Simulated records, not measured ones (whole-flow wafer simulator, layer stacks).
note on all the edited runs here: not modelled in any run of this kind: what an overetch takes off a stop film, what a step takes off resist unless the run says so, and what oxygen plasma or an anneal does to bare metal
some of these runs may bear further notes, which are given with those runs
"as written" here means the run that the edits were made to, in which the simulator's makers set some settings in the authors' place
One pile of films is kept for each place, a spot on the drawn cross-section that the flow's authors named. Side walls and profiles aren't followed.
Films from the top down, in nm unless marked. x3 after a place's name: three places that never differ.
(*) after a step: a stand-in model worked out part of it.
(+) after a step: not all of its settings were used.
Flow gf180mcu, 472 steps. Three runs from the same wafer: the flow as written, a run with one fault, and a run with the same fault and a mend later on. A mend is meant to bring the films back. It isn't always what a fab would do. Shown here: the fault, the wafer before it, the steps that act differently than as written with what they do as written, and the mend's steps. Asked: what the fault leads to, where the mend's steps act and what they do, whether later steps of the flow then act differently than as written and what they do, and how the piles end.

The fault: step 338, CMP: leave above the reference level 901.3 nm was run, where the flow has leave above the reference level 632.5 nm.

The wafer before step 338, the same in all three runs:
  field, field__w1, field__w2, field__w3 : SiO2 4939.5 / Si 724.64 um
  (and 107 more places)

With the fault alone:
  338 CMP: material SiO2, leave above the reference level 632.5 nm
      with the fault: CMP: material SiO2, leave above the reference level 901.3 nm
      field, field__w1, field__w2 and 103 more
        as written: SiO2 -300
        with the fault: SiO2 -31.2
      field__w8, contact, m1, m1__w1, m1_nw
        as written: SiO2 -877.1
        with the fault: SiO2 -608.3
  Later steps of the flow that act differently than as written:
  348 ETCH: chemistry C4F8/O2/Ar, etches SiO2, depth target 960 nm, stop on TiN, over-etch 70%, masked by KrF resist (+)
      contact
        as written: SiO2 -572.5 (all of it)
        with the fault: SiO2 -841.3 (all of it)
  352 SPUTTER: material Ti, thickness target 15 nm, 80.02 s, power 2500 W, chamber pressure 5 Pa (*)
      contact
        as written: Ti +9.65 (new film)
        with the fault: Ti +8.26 (new film)
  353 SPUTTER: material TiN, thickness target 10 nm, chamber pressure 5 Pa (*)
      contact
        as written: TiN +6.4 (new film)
        with the fault: TiN +5.47 (new film)
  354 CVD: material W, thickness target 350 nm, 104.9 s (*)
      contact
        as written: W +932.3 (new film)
        with the fault: W +1203.4 (new film)
  At the end the piles differ from the flow's by more than 2% or 0.5 nm, whichever is larger, at field, field__w1, field__w2 and 109 more.
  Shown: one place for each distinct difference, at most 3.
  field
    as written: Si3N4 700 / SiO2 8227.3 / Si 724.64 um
    with the fault: Si3N4 700 / SiO2 8496.1 / Si 724.64 um
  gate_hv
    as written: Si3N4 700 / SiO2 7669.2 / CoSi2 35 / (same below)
    with the fault: Si3N4 700 / SiO2 7938 / CoSi2 35 / (same below)
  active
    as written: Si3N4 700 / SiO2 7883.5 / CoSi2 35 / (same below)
    with the fault: Si3N4 700 / SiO2 8152.3 / CoSi2 35 / (same below)

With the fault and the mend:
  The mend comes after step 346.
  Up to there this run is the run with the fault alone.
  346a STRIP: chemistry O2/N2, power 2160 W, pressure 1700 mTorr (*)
      field, field__w1, field__w2 and 107 more
        KrF resist -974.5 (all of it), anti-reflective coat -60 (all of it)
      contact
        anti-reflective coat -60 (all of it)
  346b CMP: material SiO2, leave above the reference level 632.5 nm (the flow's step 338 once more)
      field, field__w1, field__w2 and 108 more
        SiO2 -268.8
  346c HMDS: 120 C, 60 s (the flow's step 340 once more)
      changes no film at any place that is followed
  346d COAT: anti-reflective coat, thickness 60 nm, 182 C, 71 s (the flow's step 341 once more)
      field, field__w1, field__w2 and 108 more
        anti-reflective coat +60 (new film)
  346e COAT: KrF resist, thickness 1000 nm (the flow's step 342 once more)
      field, field__w1, field__w2 and 108 more
        KrF resist +1000 (new film)
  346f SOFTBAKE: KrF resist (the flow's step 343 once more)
      changes no film at any place that is followed
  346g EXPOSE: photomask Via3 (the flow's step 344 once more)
      changes no film at any place that is followed
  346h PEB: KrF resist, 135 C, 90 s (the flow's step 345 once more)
      field, field__w1, field__w2 and 108 more
        KrF resist -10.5
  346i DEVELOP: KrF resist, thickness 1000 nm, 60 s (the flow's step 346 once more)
      field, field__w1, field__w2 and 107 more
        KrF resist -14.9
      contact
        KrF resist -989.5 (all of it)
  No later step of the flow acts differently than as written at any place that is followed.
  At the end the piles are the same as the flow's at every place that both follow.
